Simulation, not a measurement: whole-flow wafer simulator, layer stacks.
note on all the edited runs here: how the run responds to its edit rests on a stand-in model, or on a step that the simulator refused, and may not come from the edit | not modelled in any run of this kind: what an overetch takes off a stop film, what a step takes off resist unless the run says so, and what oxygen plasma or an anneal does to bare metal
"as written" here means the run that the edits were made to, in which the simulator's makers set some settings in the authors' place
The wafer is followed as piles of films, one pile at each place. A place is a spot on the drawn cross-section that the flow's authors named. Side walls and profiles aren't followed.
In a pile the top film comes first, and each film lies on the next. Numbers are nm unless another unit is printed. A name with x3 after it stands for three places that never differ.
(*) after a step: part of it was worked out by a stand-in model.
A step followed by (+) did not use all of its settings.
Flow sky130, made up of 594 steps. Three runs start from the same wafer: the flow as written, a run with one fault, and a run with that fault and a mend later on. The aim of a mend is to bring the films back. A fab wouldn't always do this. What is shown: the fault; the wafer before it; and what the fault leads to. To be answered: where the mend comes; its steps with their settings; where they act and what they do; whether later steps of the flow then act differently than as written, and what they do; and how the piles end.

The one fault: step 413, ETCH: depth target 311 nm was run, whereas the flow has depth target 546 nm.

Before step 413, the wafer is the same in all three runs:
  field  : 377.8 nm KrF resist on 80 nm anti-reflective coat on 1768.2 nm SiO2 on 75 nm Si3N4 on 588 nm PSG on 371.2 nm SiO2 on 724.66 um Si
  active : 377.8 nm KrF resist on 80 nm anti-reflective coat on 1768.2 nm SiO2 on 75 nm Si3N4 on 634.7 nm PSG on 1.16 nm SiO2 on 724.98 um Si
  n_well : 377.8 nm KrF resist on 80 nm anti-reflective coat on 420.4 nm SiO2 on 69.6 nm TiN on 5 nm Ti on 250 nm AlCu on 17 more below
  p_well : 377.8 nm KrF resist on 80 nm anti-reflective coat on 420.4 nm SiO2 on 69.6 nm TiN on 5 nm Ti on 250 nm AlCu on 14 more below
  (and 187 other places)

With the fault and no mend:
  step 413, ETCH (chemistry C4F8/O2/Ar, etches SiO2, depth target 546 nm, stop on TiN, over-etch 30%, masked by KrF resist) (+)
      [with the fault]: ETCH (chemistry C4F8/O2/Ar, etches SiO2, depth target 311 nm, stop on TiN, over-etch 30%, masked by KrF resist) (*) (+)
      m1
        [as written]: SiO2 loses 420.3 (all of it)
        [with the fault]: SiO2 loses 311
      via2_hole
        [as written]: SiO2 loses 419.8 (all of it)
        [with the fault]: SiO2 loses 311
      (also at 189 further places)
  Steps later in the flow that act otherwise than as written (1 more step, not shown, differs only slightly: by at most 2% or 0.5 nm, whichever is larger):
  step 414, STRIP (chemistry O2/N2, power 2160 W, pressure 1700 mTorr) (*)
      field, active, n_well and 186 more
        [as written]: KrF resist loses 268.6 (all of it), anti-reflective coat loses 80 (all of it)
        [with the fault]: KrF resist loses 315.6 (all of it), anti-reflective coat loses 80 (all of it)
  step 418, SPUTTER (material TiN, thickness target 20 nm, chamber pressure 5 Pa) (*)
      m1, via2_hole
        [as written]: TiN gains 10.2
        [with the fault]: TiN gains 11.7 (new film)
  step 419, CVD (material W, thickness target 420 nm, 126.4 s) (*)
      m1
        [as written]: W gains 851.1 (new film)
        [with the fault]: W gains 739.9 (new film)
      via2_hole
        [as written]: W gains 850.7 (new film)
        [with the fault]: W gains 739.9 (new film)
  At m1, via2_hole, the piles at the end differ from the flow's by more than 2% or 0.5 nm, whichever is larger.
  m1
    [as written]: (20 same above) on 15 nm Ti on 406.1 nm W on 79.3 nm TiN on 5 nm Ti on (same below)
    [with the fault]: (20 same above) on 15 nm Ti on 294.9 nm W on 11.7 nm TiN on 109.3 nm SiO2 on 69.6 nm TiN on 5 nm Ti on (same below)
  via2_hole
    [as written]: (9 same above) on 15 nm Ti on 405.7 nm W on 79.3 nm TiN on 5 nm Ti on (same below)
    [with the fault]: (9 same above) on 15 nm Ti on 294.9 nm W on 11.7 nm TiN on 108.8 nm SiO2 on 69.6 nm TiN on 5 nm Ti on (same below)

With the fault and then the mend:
  The mend follows step 413.
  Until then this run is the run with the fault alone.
  step 413a, ETCH (chemistry C4F8/O2/Ar, etches SiO2, depth target 235 nm, stop on TiN, over-etch 30%, masked by KrF resist) (+) (the flow's step 413 again, with other settings)
      field, active, n_well and 186 more
        KrF resist loses 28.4
      m1
        SiO2 loses 109.3 (all of it)
      via2_hole
        SiO2 loses 108.8 (all of it)
  Steps later in the flow that act otherwise than as written:
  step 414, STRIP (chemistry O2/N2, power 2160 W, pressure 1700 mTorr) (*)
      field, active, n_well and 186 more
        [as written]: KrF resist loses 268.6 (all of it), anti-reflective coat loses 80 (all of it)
        [with the mend]: KrF resist loses 287.2 (all of it), anti-reflective coat loses 80 (all of it)
  At every place that both follow, the piles at the end match the flow's.
